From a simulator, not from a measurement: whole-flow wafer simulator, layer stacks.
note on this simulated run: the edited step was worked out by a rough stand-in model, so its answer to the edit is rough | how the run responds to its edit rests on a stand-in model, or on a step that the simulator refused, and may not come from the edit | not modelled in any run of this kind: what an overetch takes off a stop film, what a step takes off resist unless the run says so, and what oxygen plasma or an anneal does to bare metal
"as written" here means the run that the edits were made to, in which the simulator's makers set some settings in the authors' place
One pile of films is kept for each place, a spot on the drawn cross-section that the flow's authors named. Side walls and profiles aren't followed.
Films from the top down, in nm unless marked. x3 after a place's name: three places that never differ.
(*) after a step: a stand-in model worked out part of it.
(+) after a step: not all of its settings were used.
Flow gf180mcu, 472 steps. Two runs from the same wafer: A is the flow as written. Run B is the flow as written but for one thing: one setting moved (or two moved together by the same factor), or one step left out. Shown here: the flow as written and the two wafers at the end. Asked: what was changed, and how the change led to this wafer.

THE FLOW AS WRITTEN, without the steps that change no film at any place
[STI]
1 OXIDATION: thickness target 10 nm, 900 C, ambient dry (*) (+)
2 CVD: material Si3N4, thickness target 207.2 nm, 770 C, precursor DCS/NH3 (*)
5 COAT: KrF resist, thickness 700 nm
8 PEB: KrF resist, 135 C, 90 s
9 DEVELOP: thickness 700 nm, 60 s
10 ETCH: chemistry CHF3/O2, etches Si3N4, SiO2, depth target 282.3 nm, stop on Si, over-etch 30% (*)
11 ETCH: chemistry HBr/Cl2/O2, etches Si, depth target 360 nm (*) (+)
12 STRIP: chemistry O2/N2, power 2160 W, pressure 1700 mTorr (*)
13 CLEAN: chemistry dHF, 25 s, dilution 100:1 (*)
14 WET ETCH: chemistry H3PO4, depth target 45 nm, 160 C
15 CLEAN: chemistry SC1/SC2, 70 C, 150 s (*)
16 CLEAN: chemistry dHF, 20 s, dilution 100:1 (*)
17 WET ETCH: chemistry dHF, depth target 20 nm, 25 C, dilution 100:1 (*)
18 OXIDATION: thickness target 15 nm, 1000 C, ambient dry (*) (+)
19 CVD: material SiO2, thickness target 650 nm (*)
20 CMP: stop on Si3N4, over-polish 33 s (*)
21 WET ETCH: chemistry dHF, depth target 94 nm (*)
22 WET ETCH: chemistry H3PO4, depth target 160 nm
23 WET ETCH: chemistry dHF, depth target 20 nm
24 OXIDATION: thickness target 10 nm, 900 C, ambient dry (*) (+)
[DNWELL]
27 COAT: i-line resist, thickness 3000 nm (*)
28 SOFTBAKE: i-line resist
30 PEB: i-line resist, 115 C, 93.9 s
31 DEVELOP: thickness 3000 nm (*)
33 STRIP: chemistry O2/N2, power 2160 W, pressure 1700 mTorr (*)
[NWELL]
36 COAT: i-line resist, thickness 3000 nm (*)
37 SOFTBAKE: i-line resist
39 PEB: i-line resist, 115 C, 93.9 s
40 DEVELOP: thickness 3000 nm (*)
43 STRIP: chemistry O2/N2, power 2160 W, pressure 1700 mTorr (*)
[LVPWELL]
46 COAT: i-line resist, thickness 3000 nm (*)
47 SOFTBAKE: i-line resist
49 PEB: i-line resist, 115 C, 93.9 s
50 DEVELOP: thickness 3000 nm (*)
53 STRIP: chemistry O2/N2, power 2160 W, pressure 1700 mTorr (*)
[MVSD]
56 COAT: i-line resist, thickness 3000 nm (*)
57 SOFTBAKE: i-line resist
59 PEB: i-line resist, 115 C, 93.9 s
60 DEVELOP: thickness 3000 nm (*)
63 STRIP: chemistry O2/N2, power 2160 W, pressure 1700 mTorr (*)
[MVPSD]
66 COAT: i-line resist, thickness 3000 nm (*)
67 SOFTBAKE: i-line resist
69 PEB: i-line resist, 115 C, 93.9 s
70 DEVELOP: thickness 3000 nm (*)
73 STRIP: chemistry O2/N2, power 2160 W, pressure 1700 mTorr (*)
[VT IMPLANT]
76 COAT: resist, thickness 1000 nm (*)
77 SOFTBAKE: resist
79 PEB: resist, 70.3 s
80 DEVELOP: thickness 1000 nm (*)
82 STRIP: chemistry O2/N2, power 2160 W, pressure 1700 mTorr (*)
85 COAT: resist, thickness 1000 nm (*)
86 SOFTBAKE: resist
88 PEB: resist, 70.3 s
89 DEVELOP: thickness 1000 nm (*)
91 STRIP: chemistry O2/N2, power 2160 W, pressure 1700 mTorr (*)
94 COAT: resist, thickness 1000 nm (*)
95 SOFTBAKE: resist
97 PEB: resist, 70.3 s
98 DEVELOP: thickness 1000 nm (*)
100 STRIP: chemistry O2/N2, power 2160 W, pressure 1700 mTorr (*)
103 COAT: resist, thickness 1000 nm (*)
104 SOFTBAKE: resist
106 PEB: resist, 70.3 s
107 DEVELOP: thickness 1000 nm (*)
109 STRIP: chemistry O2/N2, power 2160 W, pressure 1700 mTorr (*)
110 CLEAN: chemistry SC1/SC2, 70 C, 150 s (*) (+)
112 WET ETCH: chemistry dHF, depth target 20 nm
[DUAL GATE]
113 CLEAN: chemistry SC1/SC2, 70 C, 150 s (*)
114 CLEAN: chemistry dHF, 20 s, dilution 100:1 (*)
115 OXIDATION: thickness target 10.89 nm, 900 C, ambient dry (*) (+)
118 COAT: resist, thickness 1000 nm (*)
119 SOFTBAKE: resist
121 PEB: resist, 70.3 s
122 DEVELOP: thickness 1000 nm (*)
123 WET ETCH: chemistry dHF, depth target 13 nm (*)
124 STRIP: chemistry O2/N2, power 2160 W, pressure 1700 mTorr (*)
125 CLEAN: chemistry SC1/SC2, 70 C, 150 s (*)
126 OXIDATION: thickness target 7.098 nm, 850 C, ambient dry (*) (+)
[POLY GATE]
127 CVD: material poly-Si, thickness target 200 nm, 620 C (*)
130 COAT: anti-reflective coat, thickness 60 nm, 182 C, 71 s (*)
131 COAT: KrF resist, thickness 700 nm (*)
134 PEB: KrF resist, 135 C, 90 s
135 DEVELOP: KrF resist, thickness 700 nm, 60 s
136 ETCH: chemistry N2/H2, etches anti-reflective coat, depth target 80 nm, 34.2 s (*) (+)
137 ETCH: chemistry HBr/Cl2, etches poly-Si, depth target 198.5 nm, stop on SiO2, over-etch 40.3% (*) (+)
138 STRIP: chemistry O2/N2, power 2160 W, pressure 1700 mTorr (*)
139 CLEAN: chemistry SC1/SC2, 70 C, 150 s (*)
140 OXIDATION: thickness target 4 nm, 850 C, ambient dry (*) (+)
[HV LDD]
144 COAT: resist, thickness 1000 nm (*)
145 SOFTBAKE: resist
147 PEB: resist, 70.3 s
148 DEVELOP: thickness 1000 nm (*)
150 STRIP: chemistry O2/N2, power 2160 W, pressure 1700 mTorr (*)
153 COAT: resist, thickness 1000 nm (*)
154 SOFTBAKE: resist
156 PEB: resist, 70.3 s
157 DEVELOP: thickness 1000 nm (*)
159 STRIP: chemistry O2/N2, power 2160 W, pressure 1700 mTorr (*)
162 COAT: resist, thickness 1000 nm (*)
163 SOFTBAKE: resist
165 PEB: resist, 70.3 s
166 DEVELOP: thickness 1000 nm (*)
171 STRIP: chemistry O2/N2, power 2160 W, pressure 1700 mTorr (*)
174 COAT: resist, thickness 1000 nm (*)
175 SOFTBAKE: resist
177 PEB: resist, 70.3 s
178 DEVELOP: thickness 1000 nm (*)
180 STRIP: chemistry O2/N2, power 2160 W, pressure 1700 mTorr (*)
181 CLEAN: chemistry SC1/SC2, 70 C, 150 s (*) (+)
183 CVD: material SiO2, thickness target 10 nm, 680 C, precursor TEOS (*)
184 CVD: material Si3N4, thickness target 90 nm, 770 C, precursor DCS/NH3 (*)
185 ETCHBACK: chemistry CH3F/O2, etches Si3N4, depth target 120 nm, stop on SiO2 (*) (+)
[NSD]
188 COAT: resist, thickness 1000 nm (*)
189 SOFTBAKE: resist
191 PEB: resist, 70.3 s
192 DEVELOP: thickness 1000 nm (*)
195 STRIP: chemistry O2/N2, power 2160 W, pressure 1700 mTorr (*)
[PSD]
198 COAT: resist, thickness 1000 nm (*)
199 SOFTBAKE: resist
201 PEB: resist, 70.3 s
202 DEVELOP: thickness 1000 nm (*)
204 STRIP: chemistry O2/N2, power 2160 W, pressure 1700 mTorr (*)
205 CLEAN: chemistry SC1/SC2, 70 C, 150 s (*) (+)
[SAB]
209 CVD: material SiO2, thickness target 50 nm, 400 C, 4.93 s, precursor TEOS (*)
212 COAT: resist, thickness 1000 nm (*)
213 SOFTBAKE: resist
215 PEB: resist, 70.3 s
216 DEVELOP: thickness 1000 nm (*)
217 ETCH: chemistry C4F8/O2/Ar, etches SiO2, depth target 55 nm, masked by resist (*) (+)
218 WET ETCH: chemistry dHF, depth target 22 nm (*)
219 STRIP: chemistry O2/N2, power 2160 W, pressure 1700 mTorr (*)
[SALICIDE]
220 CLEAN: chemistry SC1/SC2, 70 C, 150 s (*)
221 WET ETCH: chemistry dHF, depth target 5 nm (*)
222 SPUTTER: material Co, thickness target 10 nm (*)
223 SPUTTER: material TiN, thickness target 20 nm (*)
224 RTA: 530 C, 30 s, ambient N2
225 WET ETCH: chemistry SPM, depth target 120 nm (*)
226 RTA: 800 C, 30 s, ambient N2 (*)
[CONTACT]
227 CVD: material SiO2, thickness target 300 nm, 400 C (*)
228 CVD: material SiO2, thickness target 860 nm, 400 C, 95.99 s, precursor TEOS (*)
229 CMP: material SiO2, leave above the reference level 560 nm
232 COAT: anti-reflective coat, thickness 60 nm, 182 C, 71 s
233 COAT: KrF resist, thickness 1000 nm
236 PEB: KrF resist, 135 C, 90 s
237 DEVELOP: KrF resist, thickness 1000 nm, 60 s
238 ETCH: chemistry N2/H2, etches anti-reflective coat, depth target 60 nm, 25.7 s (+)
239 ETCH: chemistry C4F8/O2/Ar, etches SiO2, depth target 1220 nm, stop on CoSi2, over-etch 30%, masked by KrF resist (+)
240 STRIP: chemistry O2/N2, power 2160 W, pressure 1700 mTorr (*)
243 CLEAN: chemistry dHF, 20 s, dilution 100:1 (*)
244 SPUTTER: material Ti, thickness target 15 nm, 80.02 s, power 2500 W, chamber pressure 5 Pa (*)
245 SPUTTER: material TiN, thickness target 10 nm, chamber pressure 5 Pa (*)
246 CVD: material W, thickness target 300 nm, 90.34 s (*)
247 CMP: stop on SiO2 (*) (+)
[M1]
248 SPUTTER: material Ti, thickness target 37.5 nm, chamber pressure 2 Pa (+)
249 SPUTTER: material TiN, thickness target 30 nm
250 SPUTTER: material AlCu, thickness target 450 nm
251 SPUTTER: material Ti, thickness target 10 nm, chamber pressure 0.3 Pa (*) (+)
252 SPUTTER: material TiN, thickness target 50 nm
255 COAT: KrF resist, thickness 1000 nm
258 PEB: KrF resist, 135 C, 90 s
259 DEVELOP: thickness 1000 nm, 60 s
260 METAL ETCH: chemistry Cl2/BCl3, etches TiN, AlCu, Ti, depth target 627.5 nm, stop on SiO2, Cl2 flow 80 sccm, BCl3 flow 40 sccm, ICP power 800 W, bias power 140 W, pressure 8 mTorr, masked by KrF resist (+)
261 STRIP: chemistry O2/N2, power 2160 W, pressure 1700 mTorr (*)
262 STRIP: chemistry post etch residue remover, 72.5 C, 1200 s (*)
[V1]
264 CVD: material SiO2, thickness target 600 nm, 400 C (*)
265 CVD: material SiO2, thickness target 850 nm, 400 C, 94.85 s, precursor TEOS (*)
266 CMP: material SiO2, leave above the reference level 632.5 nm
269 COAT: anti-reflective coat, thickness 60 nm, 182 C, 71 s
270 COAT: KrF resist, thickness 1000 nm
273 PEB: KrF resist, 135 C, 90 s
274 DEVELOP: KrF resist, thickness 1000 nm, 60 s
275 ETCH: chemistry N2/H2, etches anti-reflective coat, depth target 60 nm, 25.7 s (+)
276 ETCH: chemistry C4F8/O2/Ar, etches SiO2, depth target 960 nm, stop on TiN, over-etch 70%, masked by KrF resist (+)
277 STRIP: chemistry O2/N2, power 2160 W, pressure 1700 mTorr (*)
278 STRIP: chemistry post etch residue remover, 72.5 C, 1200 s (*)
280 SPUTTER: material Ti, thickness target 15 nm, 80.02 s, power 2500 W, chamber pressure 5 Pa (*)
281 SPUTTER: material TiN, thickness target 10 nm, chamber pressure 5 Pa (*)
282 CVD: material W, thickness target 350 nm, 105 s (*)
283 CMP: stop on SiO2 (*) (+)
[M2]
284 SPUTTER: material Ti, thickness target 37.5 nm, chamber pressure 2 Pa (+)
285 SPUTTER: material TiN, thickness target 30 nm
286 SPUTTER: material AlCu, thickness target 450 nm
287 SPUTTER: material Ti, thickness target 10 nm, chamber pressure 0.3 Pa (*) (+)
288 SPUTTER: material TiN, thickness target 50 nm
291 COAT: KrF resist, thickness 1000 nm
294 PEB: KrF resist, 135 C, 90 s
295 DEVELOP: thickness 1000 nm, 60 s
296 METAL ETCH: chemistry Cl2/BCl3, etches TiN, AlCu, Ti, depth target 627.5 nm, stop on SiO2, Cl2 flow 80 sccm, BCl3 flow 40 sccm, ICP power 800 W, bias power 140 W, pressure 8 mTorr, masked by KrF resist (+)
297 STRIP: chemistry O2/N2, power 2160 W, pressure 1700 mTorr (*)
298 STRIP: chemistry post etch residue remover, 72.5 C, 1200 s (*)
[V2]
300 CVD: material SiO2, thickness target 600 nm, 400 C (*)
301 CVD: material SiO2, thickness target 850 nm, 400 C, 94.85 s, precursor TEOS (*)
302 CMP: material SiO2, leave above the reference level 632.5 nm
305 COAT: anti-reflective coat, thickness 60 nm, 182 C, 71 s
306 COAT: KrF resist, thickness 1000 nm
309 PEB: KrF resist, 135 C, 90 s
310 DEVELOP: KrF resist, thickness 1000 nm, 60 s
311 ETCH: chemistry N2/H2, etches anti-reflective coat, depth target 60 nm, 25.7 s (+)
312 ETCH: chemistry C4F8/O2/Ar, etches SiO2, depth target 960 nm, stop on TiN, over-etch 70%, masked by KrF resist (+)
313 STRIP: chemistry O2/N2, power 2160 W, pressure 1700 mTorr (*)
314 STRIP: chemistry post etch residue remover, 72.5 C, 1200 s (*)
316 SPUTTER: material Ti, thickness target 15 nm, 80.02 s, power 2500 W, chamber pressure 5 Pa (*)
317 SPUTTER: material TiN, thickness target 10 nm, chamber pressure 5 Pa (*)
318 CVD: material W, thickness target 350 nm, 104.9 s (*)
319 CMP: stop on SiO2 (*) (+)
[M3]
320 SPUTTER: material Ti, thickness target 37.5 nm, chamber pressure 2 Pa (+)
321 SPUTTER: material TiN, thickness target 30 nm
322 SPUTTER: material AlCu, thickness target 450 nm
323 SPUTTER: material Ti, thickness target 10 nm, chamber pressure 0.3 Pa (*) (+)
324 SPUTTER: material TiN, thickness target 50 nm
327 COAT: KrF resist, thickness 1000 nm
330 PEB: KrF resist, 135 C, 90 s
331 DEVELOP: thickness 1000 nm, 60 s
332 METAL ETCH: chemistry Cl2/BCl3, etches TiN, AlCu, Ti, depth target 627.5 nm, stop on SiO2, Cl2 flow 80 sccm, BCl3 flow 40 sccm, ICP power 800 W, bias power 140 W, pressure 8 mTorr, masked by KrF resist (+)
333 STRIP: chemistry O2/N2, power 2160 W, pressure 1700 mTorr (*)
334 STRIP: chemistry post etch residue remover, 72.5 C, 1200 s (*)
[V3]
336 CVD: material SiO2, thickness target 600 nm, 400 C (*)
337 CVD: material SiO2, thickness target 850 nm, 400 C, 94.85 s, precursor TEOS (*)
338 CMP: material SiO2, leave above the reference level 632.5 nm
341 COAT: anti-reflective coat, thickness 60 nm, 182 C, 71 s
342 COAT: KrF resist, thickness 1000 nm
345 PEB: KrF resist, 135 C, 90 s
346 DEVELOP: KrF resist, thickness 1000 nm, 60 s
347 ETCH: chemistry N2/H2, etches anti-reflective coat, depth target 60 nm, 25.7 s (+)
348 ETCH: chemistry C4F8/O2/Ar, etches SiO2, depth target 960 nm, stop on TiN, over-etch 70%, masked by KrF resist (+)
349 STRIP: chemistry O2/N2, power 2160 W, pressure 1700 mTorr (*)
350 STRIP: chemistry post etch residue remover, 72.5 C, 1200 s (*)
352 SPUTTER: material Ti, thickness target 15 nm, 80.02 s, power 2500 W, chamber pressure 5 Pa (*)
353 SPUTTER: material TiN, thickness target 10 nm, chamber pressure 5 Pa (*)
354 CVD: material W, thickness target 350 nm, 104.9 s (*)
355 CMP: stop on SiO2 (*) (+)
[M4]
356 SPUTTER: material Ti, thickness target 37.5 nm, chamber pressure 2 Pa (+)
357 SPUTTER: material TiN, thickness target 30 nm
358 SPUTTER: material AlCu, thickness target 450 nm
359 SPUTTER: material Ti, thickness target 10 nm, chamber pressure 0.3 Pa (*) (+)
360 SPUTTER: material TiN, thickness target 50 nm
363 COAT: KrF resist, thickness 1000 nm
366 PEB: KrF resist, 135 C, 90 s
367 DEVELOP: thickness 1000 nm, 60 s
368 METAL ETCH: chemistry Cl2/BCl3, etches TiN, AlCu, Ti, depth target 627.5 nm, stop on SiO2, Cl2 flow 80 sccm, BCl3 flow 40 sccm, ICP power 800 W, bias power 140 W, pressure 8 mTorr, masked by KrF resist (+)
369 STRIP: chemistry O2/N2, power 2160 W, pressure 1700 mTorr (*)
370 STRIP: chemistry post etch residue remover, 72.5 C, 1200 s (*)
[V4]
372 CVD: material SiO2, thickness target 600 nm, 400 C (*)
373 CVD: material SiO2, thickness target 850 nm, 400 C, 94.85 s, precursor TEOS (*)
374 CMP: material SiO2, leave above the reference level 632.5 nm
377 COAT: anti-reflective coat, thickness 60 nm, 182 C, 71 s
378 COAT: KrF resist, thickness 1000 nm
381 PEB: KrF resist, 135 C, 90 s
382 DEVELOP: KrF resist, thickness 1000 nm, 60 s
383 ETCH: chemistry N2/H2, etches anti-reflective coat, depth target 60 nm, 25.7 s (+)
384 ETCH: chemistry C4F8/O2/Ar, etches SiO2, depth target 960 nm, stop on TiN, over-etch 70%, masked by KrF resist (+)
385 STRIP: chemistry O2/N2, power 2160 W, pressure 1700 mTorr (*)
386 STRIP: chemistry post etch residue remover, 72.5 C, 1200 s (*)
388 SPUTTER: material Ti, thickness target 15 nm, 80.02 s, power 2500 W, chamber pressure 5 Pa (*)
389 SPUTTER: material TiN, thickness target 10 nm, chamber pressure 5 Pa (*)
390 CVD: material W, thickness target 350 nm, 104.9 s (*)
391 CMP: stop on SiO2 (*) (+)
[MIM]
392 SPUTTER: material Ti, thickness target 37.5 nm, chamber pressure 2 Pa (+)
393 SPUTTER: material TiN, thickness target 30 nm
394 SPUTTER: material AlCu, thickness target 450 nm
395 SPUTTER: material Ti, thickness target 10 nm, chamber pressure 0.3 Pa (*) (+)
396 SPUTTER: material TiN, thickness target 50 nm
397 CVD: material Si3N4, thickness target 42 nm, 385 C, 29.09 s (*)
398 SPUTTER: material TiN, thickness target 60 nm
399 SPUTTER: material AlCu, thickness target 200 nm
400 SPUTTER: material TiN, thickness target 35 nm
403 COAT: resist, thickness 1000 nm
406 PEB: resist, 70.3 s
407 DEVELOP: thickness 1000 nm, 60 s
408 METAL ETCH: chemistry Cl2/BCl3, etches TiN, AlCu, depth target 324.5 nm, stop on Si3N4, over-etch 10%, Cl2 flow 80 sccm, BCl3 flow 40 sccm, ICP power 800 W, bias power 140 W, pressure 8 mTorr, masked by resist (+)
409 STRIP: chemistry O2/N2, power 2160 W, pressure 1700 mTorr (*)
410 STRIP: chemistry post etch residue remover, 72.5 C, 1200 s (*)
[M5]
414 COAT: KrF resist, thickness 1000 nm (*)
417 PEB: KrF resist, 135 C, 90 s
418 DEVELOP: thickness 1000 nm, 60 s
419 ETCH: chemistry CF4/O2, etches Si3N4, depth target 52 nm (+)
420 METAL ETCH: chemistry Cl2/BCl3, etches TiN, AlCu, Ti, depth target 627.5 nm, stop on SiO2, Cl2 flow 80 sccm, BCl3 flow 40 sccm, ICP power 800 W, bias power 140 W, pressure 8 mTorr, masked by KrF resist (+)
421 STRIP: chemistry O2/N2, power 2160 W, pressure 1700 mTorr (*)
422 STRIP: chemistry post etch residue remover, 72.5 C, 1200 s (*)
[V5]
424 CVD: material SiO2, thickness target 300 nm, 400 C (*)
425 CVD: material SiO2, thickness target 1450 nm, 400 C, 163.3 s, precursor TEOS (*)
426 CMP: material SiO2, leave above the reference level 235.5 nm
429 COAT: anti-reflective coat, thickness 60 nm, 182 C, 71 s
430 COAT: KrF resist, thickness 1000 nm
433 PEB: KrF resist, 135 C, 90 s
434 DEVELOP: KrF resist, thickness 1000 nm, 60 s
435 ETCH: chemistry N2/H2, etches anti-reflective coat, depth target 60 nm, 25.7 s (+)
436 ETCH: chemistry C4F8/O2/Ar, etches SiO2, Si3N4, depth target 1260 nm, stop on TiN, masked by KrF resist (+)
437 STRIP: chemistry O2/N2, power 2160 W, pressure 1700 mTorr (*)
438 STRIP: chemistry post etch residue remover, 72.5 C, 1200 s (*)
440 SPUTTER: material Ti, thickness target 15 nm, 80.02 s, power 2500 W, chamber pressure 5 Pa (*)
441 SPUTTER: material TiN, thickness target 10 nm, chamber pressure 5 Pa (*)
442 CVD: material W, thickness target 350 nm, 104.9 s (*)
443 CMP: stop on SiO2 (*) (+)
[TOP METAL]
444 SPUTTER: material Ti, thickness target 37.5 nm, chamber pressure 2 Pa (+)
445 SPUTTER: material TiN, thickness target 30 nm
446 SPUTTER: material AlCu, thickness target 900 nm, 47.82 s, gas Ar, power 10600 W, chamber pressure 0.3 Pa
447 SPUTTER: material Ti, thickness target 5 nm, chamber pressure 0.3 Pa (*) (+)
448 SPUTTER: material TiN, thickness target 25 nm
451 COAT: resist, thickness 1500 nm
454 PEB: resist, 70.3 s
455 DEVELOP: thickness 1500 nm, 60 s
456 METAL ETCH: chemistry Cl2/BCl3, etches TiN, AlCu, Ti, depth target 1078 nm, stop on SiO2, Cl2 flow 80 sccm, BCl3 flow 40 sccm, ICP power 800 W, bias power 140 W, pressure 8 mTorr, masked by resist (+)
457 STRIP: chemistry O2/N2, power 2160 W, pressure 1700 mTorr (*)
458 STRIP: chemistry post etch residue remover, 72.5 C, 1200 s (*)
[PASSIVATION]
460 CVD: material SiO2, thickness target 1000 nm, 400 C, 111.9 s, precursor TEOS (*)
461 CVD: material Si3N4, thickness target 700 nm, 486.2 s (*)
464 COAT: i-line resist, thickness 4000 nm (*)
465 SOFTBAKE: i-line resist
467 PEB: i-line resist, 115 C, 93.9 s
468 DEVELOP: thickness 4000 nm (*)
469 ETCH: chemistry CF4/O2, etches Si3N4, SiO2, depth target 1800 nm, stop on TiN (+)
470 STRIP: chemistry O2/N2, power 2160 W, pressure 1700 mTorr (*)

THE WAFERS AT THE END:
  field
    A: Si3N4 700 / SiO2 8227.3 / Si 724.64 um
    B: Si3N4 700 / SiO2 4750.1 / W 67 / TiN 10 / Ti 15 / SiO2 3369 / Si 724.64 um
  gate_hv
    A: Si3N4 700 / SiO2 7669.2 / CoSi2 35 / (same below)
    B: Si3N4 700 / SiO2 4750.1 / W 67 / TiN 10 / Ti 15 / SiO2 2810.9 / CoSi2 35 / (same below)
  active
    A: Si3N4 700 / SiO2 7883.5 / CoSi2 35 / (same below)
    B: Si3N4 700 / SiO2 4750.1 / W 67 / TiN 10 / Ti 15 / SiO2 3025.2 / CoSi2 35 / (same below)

The cause: step 301, CVD: thickness target 416 nm was run, where the flow has thickness target 850 nm; step 301, CVD: 46.48 s was run, where the flow has 94.85 s.

How the change led to this, step by step:
  301 CVD: material SiO2, thickness target 850 nm, 400 C, 94.85 s, precursor TEOS (*)
      field, field__w1, field__w2 and 108 more: A SiO2 +850 | B SiO2 +425.7
  302 CMP: material SiO2, leave above the reference level 632.5 nm
      field, field__w1, field__w2 and 103 more: A SiO2 -300 | B nothing
      field__w8, contact, m1, m1__w1, m1_nw: A SiO2 -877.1 | B SiO2 -452.8
  305 COAT: anti-reflective coat, thickness 60 nm, 182 C, 71 s
      field: A anti-reflective coat +60 (new film) | B anti-reflective coat +109.8 (new film)
      field__w1: A anti-reflective coat +60 (new film) | B anti-reflective coat +86.7 (new film)
      (and at 20 more places)
  306 COAT: KrF resist, thickness 1000 nm
      field__w1: A KrF resist +1000 (new film) | B KrF resist +977.1 (new film)
      field__w8: A KrF resist +1000 (new film) | B KrF resist +977.8 (new film)
      (and at 10 more places)
  309 PEB: KrF resist, 135 C, 90 s
      polyc_n, polyc_n_rim: A KrF resist -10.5 | B KrF resist -11.6
      contact: A KrF resist -10.5 | B KrF resist -9.59
      (and at 2 more places)
  310 DEVELOP: KrF resist, thickness 1000 nm, 60 s
      contact: A KrF resist -989.5 (all of it) | B KrF resist -929.6 (all of it)
  311 ETCH: chemistry N2/H2, etches anti-reflective coat, depth target 60 nm, 25.7 s (+)
      contact: A anti-reflective coat -60 (all of it), SiO2 -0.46 | B anti-reflective coat -22.9 (all of it), SiO2 -1.41
  313 STRIP: chemistry O2/N2, power 2160 W, pressure 1700 mTorr (*)
      field: A KrF resist -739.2 (all of it), anti-reflective coat -60 (all of it) | B KrF resist -720.5 (all of it), anti-reflective coat -109.8 (all of it)
      field__w1: A KrF resist -739.2 (all of it), anti-reflective coat -60 (all of it) | B KrF resist -716.6 (all of it), anti-reflective coat -86.7 (all of it)
      (and at 19 more places)
  316 SPUTTER: material Ti, thickness target 15 nm, 80.02 s, power 2500 W, chamber pressure 5 Pa (*)
      contact: A Ti +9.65 (new film) | B Ti +10.4 (new film)
  318 CVD: material W, thickness target 350 nm, 104.9 s (*)
      contact: A W +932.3 (new film) | B W +806.8 (new film)
  319 CMP: stop on SiO2 (*) (+)
      field, field__w1, field__w2 and 103 more: A W -350 (all of it), TiN -10 (all of it), Ti -15 (all of it), SiO2 -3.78 | B W -270.7
      field__w8, m1, m1__w1, m1_nw: A W -350 (all of it), TiN -10 (all of it), Ti -15 (all of it), SiO2 -3.78 | B W -350 (all of it), TiN -10 (all of it), Ti -15 (all of it), SiO2 -20
      (and at 1 more place)
  332 METAL ETCH: chemistry Cl2/BCl3, etches TiN, AlCu, Ti, depth target 627.5 nm, stop on SiO2, Cl2 flow 80 sccm, BCl3 flow 40 sccm, ICP power 800 W, bias power 140 W, pressure 8 mTorr, masked by KrF resist (+)
      field, field__w1, field__w2 and 103 more: A TiN -50 (all of it), Ti -10 (all of it), AlCu -450 (all of it), TiN -30 (all of it), Ti -37.5 (all of it) | B TiN -50 (all of it), Ti -10 (all of it), AlCu -450 (all of it), TiN -30 (all of it), Ti -37.5 (all of it), W -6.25
  334 STRIP: chemistry post etch residue remover, 72.5 C, 1200 s (*)
      field, field__w1, field__w2 and 103 more: A nothing | B W -6.01
  336 CVD: material SiO2, thickness target 600 nm, 400 C (*)
      field, field__w1, field__w2 and 103 more: A SiO2 +600 | B SiO2 +600 (new film)
  338 CMP: material SiO2, leave above the reference level 632.5 nm
      field, field__w1, field__w2 and 103 more: A SiO2 -300 | B SiO2 -287.7
Counting metal films that touch as one body, field has 1 body; the flow as written gives 0 bodies.
Counting metal films that touch as one body, gate_hv has 2 bodies (between them, from the top down: SiO2 2810.9); the flow as written gives 1 body.
Counting metal films that touch as one body, active has 2 bodies (between them, from the top down: SiO2 3025.2); the flow as written gives 1 body.
